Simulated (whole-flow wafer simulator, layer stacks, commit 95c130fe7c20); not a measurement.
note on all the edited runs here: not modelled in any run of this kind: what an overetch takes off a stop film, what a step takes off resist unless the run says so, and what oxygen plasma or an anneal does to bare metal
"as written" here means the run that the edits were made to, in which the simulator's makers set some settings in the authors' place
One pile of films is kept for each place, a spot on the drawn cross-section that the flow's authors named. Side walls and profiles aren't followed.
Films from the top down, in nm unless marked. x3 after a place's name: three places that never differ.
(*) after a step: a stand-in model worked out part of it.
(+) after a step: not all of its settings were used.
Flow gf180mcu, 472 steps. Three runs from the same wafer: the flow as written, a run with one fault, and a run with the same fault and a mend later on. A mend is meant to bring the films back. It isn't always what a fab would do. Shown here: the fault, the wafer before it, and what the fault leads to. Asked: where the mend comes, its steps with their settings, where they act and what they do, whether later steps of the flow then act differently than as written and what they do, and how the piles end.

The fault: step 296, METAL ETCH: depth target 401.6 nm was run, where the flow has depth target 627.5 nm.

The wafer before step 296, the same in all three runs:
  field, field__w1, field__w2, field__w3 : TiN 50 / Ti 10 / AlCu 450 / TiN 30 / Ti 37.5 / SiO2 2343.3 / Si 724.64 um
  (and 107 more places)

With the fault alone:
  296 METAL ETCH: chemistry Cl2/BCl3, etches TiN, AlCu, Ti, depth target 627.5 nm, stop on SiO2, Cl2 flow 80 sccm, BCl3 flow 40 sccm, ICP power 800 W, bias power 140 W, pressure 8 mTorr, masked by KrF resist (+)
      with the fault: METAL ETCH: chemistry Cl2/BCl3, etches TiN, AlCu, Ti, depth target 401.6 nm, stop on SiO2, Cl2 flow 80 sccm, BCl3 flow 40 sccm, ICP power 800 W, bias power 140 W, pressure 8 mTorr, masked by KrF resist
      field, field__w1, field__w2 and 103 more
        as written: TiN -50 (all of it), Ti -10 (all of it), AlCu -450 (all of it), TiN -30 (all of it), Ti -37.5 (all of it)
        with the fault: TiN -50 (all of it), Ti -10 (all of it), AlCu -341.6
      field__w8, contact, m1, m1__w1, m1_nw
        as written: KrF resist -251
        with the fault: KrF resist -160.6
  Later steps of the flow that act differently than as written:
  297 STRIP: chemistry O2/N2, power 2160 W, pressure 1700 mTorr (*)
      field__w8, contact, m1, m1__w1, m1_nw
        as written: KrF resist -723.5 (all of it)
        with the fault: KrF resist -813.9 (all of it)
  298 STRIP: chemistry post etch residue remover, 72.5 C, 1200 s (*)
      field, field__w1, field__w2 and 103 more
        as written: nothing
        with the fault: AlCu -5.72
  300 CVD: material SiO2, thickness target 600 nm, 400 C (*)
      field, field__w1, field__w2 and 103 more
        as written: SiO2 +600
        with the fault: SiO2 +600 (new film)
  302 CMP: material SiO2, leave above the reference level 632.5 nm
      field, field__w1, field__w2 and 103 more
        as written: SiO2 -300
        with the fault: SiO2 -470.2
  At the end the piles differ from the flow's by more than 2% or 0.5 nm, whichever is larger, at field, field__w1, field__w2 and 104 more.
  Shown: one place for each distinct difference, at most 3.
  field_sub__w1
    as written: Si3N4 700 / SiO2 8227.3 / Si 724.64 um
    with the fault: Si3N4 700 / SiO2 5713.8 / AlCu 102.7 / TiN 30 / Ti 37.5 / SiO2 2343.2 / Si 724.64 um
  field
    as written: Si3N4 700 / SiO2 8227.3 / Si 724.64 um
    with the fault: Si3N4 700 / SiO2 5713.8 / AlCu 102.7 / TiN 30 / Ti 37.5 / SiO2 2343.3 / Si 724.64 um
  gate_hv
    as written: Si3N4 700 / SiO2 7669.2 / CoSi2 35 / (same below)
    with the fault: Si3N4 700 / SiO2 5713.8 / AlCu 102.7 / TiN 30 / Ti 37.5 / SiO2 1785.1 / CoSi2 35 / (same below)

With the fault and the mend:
  The mend comes after step 296.
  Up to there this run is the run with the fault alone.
  296a METAL ETCH: chemistry Cl2/BCl3, etches TiN, AlCu, Ti, depth target 225.9 nm, stop on SiO2, Cl2 flow 80 sccm, BCl3 flow 40 sccm, ICP power 800 W, bias power 140 W, pressure 8 mTorr, masked by KrF resist (+) (the flow's step 296 once more, with other settings)
      field, field__w1, field__w2 and 103 more
        AlCu -108.4 (all of it), TiN -30 (all of it), Ti -37.5 (all of it)
      field__w8, contact, m1, m1__w1, m1_nw
        KrF resist -90.4
  No later step of the flow acts differently than as written at any place that is followed.
  At the end the piles are the same as the flow's at every place that both follow.
